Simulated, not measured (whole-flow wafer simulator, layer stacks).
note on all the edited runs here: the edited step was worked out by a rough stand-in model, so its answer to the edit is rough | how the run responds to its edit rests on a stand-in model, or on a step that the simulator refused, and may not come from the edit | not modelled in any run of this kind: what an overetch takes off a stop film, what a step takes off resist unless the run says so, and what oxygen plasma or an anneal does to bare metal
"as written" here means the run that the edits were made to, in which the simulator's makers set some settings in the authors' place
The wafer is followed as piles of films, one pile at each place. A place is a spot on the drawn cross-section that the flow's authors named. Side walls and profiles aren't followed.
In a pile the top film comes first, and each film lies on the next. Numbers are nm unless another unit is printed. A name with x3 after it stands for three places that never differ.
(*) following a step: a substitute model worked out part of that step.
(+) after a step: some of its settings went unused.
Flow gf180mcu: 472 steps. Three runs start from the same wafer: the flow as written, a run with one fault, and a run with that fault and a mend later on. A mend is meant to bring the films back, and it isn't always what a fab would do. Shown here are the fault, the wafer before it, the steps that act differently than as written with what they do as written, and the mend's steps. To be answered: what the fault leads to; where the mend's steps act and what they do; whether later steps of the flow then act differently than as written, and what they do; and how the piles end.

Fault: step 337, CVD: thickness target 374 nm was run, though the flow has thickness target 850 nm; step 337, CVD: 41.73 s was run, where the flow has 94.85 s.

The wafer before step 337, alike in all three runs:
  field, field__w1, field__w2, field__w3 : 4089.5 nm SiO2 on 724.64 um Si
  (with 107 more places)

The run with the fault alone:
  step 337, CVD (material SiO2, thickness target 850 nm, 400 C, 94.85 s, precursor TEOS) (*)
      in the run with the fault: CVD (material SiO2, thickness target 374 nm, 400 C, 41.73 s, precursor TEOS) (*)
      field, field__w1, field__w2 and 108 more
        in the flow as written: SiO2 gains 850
        in the run with the fault: SiO2 gains 384
  Later steps of the flow acting differently than as written (1 other step is not shown; it differs only slightly, by no more than 2% or 0.5 nm, whichever is larger):
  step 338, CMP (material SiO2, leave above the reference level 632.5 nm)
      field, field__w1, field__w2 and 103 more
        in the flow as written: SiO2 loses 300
        in the run with the fault: nothing
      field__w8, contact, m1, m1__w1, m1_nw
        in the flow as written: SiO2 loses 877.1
        in the run with the fault: SiO2 loses 411.1
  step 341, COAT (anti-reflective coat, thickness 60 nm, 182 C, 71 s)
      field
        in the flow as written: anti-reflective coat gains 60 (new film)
        in the run with the fault: anti-reflective coat gains 132.5 (new film)
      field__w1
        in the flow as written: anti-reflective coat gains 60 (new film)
        in the run with the fault: anti-reflective coat gains 89.2 (new film)
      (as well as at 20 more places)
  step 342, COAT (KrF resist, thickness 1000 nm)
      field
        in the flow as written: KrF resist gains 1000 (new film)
        in the run with the fault: KrF resist gains 970.3 (new film)
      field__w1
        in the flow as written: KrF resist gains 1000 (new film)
        in the run with the fault: KrF resist gains 973.7 (new film)
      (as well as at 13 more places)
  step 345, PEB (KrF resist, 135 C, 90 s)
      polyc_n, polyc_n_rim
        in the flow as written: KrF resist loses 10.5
        in the run with the fault: KrF resist loses 12.1
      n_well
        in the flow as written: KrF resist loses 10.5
        in the run with the fault: KrF resist loses 9.69
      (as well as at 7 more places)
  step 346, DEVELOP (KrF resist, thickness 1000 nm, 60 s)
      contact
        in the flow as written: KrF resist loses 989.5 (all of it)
        in the run with the fault: KrF resist loses 901.3 (all of it)
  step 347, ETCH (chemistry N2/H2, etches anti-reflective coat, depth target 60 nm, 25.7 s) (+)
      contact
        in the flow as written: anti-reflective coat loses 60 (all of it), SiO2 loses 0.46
        in the run with the fault: anti-reflective coat loses 20.4 (all of it), SiO2 loses 1.48
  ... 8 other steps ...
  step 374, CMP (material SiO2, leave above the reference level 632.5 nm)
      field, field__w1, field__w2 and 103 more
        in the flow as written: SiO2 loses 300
        in the run with the fault: SiO2 loses 287.7
  By the end, the piles at field, field__w1, field__w2 and 109 more depart from the flow's by more than 2% or 0.5 nm, whichever is larger.
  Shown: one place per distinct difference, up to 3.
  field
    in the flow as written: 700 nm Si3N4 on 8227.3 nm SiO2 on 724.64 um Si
    in the run with the fault: 700 nm Si3N4 on 3603.9 nm SiO2 on 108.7 nm W on 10 nm TiN on 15 nm Ti on 4473.5 nm SiO2 on 724.64 um Si
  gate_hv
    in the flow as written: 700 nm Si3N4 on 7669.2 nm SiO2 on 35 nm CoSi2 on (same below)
    in the run with the fault: 700 nm Si3N4 on 3603.9 nm SiO2 on 108.7 nm W on 10 nm TiN on 15 nm Ti on 3915.4 nm SiO2 on 35 nm CoSi2 on (same below)
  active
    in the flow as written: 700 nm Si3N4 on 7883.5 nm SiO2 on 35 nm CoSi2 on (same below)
    in the run with the fault: 700 nm Si3N4 on 3603.9 nm SiO2 on 108.7 nm W on 10 nm TiN on 15 nm Ti on 4129.8 nm SiO2 on 35 nm CoSi2 on (same below)

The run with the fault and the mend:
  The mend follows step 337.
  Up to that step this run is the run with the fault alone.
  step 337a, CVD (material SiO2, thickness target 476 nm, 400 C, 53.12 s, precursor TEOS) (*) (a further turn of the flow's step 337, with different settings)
      field, field__w1, field__w2 and 108 more
        SiO2 gains 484
  Later steps of the flow acting differently than as written:
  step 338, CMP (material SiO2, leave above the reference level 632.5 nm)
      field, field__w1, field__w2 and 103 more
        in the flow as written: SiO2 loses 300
        in the run with the mend: SiO2 loses 318.1
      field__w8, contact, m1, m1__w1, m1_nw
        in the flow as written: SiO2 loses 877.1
        in the run with the mend: SiO2 loses 895.2
  By the end, the piles equal the flow's at every place that both follow.
